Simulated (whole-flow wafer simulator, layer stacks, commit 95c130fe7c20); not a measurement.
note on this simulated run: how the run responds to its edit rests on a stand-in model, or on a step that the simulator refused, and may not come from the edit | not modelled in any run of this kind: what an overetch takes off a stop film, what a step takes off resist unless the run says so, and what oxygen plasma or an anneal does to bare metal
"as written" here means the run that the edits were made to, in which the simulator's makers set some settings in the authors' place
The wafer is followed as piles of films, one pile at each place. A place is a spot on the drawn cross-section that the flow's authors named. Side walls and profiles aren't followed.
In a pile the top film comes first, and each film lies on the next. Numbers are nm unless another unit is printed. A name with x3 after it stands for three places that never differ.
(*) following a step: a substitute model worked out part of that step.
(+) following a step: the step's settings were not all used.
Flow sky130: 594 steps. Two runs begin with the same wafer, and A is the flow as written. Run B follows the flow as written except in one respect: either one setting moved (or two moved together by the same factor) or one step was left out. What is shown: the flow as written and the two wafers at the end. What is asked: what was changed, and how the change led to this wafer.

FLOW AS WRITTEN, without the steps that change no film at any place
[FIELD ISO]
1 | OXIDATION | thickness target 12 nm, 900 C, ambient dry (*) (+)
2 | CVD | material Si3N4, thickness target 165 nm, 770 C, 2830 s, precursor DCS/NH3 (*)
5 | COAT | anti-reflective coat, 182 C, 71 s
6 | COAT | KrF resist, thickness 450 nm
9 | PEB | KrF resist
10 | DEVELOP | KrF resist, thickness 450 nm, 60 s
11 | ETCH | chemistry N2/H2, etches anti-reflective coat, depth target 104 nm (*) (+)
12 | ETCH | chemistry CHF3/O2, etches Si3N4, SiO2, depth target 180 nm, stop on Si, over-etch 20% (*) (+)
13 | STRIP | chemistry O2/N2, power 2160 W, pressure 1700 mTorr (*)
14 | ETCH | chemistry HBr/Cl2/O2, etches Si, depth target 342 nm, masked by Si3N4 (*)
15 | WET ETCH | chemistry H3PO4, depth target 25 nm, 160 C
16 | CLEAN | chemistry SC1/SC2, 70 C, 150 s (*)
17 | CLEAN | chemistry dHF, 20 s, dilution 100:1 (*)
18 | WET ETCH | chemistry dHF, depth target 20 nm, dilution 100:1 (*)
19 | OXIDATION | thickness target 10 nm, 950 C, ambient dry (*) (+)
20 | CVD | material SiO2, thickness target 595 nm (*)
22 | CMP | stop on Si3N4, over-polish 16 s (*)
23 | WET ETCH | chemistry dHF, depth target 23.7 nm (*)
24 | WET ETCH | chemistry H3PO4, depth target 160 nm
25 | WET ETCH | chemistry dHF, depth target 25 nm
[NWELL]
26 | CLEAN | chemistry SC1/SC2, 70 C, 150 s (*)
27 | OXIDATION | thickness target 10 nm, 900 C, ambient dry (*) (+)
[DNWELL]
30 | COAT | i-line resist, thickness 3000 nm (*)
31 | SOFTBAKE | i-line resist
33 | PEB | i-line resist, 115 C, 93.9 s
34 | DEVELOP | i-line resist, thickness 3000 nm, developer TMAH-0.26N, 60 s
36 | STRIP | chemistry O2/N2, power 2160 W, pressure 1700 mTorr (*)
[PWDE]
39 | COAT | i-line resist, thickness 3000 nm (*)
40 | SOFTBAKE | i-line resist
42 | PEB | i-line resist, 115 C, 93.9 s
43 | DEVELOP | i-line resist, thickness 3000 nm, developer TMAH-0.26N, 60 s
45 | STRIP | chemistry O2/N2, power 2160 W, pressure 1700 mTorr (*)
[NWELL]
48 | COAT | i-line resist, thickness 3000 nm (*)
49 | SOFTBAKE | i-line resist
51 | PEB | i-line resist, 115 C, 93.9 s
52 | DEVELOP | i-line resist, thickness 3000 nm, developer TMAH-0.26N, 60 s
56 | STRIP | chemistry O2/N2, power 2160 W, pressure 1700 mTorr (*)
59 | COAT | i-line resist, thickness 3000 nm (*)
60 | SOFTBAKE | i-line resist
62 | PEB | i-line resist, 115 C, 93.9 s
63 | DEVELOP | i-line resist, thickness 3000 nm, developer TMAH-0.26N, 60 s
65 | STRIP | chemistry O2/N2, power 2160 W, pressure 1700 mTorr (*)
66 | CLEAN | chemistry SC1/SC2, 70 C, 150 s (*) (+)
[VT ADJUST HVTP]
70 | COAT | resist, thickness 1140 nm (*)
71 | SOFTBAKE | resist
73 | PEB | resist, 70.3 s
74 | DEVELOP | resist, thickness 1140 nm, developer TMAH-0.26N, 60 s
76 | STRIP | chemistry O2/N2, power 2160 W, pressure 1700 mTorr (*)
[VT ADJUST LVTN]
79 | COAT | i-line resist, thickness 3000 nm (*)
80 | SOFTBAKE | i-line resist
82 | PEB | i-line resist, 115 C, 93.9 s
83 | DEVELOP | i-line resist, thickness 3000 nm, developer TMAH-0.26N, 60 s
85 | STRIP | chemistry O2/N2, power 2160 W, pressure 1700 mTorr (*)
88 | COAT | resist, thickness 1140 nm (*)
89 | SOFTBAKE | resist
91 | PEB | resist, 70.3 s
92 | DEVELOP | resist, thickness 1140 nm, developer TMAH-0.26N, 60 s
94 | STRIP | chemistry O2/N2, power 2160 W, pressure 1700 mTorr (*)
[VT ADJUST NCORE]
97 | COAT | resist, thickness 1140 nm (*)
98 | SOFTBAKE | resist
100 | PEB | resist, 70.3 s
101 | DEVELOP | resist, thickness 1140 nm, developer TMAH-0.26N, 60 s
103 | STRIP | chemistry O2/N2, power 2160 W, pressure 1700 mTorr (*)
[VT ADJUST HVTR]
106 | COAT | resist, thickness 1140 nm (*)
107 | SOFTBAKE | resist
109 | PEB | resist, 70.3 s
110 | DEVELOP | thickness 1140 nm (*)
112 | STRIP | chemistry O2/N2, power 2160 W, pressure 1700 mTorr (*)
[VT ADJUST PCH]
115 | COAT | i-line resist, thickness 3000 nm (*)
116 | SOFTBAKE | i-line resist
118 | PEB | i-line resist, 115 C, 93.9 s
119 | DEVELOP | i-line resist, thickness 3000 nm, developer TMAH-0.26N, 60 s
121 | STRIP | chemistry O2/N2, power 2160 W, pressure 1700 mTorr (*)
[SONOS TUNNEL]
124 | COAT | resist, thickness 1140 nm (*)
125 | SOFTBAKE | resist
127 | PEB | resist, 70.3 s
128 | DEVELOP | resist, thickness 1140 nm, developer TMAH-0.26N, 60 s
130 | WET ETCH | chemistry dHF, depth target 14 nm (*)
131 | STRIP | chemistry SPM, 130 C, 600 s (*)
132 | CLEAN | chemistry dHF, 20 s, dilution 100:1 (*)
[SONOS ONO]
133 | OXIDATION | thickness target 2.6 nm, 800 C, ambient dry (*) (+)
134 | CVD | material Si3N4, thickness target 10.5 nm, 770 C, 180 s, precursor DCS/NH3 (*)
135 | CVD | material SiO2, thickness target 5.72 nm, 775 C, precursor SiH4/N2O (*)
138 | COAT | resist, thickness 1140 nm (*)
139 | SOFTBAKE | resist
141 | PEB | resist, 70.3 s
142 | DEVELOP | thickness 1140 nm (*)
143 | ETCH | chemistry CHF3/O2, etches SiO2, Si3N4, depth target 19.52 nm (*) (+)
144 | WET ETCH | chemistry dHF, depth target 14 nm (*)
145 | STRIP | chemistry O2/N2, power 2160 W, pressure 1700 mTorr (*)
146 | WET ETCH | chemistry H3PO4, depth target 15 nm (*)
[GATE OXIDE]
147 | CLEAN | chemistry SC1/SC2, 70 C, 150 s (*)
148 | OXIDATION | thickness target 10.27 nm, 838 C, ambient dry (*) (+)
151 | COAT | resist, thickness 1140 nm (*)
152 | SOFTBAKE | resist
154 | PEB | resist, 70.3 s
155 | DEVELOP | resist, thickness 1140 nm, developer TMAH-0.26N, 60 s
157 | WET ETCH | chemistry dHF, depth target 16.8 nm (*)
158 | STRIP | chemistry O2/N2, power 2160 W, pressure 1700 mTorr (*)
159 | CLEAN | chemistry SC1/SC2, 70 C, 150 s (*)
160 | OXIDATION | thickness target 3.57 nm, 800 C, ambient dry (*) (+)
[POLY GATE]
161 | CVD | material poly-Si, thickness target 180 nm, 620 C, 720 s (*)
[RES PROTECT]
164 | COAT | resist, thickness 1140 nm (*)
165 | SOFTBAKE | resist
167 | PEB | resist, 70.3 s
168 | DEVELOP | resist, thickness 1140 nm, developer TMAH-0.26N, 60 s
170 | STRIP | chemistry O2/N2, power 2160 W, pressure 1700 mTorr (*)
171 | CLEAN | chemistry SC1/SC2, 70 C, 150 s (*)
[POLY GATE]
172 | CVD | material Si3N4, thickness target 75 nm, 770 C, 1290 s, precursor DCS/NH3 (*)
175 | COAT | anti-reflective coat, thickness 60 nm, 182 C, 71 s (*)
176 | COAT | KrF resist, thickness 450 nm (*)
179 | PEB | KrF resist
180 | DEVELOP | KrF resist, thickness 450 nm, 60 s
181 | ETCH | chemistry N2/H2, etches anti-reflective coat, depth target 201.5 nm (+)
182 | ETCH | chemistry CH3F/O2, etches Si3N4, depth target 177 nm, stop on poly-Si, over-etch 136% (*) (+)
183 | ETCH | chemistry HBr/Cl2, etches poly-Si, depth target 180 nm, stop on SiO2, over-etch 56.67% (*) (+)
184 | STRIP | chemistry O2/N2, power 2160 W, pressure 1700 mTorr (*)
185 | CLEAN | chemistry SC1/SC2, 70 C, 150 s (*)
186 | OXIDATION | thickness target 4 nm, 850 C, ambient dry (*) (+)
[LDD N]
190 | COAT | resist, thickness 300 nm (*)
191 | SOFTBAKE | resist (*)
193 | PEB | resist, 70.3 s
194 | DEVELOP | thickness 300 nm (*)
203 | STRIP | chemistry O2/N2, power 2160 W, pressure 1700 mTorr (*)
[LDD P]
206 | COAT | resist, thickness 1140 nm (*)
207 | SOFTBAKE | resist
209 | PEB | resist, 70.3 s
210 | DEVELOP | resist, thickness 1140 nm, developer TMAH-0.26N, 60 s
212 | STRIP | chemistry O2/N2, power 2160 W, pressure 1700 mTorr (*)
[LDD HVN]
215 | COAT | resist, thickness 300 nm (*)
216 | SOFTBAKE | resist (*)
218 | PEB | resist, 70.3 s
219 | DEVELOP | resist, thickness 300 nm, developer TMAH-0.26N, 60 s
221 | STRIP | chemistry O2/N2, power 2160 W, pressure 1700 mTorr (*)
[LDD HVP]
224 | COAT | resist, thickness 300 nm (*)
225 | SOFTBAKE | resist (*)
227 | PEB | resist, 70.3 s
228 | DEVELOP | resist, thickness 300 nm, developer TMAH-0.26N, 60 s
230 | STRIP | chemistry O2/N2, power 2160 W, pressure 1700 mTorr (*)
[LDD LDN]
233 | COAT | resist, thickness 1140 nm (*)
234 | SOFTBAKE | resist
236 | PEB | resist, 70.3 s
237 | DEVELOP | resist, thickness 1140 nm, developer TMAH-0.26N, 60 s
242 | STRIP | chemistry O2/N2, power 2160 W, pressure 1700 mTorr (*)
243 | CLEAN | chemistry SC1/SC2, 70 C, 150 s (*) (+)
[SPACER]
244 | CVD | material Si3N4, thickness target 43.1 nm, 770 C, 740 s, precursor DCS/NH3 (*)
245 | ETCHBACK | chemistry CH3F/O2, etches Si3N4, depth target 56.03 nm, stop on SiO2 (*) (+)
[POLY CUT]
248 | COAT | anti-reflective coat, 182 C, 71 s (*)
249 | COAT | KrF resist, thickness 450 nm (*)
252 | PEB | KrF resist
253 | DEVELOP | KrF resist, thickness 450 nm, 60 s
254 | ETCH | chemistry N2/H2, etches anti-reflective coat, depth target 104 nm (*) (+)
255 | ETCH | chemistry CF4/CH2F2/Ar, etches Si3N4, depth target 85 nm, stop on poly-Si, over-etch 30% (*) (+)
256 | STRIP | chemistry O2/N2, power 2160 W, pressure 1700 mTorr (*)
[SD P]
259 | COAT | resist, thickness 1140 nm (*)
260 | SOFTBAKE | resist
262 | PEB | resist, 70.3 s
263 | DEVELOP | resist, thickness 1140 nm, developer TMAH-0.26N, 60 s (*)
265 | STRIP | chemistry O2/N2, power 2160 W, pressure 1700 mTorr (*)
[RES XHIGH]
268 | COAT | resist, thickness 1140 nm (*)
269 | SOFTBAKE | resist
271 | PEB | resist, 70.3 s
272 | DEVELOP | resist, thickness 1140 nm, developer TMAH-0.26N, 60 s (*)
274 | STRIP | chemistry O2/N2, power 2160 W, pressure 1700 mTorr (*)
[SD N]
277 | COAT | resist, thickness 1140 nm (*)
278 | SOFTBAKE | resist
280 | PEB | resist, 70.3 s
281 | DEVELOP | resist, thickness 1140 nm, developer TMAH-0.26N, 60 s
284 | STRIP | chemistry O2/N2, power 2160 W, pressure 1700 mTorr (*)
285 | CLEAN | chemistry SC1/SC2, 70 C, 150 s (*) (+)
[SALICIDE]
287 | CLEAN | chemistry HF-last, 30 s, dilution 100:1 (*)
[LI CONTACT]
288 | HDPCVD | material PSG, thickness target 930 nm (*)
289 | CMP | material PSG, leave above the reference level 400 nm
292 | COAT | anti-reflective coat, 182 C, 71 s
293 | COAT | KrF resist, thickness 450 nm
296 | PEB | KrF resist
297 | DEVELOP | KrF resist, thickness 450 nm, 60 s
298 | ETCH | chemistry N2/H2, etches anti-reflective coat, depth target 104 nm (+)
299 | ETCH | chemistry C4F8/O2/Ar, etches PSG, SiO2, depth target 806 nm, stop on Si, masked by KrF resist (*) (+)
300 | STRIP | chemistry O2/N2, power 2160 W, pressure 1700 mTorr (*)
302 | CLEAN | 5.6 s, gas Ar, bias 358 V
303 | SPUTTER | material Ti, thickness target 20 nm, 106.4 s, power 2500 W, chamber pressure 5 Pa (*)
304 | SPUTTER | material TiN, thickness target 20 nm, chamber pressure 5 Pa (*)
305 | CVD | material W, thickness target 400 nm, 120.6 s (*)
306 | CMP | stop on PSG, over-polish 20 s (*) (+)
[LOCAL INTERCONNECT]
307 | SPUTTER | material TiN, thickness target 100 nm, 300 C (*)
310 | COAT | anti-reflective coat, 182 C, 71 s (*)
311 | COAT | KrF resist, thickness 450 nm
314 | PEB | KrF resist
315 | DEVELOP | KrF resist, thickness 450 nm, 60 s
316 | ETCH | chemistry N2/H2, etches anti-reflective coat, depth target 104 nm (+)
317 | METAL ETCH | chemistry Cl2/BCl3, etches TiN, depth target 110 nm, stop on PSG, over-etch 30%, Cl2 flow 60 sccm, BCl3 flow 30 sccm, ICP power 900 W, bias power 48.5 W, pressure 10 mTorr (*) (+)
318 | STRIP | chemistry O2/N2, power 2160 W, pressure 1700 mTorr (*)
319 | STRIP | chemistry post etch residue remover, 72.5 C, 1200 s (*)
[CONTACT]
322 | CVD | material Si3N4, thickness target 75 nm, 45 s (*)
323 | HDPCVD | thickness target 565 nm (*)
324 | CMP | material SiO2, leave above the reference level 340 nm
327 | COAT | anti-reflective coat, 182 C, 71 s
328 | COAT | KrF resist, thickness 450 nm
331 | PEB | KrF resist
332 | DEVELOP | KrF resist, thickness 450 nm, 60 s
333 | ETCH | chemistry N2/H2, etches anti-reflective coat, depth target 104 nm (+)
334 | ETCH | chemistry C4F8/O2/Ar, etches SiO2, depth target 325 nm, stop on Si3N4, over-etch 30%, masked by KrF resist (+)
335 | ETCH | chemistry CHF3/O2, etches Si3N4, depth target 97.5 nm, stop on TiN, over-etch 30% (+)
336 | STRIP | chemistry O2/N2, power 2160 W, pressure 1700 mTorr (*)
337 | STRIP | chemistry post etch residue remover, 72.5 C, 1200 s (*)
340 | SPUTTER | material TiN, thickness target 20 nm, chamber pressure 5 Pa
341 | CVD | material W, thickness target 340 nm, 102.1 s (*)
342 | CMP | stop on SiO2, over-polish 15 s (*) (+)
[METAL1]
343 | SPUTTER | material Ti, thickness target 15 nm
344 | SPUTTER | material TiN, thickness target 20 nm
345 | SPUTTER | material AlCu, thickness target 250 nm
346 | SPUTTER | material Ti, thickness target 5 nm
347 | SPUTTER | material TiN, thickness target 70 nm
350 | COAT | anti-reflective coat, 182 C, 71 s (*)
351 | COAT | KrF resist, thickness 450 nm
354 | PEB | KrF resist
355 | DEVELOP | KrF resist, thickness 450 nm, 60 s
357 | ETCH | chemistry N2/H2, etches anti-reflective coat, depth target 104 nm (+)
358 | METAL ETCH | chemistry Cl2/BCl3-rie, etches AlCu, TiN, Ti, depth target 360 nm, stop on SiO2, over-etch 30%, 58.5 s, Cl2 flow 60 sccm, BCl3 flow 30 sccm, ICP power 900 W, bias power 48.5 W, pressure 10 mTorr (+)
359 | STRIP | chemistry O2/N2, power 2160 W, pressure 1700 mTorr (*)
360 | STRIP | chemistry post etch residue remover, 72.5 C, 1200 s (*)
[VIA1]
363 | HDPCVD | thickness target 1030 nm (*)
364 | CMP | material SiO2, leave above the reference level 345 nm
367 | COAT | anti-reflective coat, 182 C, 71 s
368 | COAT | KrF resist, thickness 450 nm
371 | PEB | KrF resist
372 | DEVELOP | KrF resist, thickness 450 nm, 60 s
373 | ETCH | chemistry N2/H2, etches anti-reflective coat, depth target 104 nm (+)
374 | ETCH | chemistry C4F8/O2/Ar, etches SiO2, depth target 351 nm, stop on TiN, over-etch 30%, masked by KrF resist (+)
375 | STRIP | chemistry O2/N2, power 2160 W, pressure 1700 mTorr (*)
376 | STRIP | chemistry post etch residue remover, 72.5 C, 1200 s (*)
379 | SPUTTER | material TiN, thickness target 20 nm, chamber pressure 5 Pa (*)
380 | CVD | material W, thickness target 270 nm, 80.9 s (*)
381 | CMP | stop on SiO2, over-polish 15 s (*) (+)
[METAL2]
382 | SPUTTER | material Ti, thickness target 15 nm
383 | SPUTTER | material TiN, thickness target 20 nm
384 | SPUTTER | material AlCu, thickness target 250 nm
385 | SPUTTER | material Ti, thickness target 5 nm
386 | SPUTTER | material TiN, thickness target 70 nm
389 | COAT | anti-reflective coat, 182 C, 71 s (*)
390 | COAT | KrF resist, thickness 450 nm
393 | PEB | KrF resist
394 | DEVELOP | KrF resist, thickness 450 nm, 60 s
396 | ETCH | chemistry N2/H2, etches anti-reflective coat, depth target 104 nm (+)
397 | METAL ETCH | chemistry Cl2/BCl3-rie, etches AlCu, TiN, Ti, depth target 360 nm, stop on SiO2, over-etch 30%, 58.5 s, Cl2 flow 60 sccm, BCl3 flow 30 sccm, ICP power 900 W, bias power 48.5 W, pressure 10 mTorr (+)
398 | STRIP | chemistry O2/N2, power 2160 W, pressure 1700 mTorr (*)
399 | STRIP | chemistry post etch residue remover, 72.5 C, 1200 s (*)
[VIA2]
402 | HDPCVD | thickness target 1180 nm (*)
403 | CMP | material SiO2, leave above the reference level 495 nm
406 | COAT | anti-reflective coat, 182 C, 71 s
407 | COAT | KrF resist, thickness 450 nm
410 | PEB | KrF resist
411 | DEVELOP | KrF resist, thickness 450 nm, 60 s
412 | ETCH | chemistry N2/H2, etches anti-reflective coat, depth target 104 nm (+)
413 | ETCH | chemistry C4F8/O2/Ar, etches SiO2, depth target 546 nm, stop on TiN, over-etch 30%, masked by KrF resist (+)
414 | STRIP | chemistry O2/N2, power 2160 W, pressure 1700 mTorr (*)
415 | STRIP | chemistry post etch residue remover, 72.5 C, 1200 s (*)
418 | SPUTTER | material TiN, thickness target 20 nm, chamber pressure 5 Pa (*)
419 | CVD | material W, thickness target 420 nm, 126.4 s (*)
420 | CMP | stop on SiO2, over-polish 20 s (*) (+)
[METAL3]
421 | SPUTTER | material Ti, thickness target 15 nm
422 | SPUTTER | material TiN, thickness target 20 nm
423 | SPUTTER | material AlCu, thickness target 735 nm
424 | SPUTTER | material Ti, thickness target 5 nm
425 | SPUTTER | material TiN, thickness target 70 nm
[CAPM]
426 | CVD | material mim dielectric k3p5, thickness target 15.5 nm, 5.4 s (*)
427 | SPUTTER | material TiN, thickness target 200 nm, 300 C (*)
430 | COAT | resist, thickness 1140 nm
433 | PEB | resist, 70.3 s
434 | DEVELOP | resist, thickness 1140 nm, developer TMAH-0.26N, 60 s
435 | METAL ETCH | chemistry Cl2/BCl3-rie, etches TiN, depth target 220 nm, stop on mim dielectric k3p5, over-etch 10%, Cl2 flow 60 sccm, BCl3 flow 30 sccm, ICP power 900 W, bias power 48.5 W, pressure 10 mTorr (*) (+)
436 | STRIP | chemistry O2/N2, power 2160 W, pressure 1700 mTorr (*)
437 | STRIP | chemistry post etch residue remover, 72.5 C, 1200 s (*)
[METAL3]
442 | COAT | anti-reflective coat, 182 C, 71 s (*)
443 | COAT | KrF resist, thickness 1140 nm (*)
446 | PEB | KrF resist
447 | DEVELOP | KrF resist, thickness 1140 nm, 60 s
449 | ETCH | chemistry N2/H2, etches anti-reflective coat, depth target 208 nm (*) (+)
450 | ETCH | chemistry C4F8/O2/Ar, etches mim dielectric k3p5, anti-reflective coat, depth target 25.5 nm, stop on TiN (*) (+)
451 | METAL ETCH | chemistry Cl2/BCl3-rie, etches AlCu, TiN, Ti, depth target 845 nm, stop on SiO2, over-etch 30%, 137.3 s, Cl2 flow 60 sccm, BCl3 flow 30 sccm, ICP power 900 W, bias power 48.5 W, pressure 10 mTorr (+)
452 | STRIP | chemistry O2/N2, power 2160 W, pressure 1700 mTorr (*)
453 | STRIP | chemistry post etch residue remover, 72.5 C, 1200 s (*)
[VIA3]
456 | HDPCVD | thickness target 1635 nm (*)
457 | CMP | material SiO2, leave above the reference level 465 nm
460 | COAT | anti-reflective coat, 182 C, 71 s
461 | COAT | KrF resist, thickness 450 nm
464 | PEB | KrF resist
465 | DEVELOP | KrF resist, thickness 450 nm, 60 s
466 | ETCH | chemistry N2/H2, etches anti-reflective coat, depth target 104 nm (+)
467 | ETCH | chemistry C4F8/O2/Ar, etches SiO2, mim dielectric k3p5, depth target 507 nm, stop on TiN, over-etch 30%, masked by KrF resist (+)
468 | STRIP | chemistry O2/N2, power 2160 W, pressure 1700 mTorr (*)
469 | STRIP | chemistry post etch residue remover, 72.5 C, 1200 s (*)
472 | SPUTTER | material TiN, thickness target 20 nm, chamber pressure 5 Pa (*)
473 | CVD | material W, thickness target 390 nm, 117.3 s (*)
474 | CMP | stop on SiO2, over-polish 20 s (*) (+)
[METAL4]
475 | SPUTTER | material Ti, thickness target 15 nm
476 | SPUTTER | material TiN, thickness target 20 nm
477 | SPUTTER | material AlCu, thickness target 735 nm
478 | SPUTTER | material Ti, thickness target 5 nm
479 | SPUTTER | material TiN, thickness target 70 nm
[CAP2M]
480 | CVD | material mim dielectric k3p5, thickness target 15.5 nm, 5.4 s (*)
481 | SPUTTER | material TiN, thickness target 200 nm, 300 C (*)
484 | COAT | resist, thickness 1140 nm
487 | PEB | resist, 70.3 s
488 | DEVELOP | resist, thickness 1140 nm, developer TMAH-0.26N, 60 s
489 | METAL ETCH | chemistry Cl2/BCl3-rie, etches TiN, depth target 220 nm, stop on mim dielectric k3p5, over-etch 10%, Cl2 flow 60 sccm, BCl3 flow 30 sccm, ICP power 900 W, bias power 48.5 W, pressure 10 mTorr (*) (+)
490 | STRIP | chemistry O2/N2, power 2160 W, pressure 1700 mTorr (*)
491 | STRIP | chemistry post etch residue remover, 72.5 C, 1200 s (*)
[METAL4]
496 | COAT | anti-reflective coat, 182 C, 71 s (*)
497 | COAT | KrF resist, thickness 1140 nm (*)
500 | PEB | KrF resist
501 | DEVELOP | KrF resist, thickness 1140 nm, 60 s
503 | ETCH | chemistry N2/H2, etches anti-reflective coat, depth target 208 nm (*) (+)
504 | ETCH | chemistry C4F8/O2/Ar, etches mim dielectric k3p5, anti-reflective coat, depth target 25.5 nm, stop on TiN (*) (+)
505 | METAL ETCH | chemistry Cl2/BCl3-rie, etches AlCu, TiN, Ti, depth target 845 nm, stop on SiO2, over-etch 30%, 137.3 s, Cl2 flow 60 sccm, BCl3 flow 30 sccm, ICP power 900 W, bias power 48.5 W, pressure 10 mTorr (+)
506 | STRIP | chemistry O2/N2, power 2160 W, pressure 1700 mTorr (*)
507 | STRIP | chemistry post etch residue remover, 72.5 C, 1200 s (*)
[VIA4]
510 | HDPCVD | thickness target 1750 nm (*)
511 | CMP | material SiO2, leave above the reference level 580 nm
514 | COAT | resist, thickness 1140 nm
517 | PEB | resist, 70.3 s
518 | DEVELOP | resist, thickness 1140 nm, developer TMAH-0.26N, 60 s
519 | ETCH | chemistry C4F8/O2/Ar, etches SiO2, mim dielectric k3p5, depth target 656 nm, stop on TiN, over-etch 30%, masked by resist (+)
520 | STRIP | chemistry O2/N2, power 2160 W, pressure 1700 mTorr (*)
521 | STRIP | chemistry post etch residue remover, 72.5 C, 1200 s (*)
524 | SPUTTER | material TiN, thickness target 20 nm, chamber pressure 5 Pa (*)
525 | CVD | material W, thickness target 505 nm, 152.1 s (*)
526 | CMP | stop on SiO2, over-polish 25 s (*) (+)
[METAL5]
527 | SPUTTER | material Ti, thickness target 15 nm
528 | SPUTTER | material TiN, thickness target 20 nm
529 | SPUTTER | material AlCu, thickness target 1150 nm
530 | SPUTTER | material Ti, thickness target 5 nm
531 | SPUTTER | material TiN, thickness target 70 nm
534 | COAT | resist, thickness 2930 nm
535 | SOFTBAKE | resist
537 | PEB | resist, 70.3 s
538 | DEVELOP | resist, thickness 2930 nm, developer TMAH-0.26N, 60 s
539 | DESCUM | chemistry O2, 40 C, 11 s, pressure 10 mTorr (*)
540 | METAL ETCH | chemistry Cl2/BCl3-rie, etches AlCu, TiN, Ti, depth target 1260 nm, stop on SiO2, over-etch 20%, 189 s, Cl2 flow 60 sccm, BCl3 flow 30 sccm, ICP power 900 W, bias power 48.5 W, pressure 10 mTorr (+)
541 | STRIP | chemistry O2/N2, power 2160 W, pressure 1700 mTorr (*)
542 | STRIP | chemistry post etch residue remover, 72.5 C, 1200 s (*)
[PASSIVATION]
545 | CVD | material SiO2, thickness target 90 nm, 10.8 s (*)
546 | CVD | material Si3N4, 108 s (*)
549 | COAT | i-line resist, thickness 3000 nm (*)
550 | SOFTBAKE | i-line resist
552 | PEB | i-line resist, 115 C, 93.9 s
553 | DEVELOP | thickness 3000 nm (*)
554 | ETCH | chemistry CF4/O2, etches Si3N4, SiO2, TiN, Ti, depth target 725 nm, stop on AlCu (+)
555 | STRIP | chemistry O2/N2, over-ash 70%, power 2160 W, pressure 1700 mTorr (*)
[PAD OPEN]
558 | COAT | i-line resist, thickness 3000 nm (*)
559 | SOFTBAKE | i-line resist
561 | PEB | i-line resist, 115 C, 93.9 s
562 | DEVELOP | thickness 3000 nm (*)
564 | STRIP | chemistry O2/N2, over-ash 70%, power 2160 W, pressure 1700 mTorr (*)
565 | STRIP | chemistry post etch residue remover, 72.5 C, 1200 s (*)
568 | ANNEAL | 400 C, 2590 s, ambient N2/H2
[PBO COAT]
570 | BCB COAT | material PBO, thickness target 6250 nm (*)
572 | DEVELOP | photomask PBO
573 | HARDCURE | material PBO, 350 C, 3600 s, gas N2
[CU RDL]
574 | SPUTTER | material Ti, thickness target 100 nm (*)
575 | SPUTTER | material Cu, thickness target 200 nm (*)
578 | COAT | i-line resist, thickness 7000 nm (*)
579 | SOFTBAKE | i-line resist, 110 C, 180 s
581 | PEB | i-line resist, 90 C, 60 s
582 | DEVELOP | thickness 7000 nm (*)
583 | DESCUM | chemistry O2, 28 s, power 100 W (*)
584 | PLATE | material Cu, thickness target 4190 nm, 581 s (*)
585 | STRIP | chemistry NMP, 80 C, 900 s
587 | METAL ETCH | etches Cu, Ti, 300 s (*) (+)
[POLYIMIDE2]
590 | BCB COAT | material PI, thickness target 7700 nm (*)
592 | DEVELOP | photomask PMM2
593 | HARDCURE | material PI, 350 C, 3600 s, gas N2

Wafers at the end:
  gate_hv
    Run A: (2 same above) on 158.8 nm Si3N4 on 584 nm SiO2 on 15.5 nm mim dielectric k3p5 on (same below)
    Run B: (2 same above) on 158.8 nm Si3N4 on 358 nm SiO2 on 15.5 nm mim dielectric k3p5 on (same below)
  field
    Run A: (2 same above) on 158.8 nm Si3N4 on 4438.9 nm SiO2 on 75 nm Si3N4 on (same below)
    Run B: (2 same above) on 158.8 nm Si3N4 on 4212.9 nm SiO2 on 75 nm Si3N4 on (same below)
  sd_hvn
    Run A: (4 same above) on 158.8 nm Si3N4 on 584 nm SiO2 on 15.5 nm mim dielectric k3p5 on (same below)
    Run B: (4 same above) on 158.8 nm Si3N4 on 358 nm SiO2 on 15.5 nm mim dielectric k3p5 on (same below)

The reason: step 511, CMP: leave above the reference level 354 nm was run, while the flow as written has leave above the reference level 580 nm.

The path from the change to this, step by step:
  511 | CMP | material SiO2, leave above the reference level 580 nm
      n_well, p_well, gate_hv and 99 more: A SiO2 loses 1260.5 | B SiO2 loses 1486.5
      field, active, gate and 77 more: A SiO2 loses 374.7 | B SiO2 loses 600.7
      (also at 11 further places)
  519 | ETCH | chemistry C4F8/O2/Ar, etches SiO2, mim dielectric k3p5, depth target 656 nm, stop on TiN, over-etch 30%, masked by resist (+)
      field, active, n_well and 188 more: A resist loses 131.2 | B resist loses 72.7
      m1: A SiO2 loses 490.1 (all of it), mim dielectric k3p5 loses 15.5 (all of it) | B SiO2 loses 264.1 (all of it), mim dielectric k3p5 loses 15.5 (all of it)
      (also at 1 further place)
  520 | STRIP | chemistry O2/N2, power 2160 W, pressure 1700 mTorr (*)
      field, active, n_well and 188 more: A resist loses 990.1 (all of it) | B resist loses 1048.6 (all of it)
  524 | SPUTTER | material TiN, thickness target 20 nm, chamber pressure 5 Pa (*)
      m1, via4_hole: A TiN gains 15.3 | B TiN gains 17
  525 | CVD | material W, thickness target 505 nm, 152.1 s (*)
      m1: A W gains 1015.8 (new film) | B W gains 591.3 (new film)
      via4_hole: A W gains 1015.2 (new film) | B W gains 592.4 (new film)
  526 | CMP | stop on SiO2, over-polish 25 s (*) (+)
      m1: A W loses 532.7 | B W loses 335.9
      via4_hole: A W loses 532.7 | B W loses 337.7
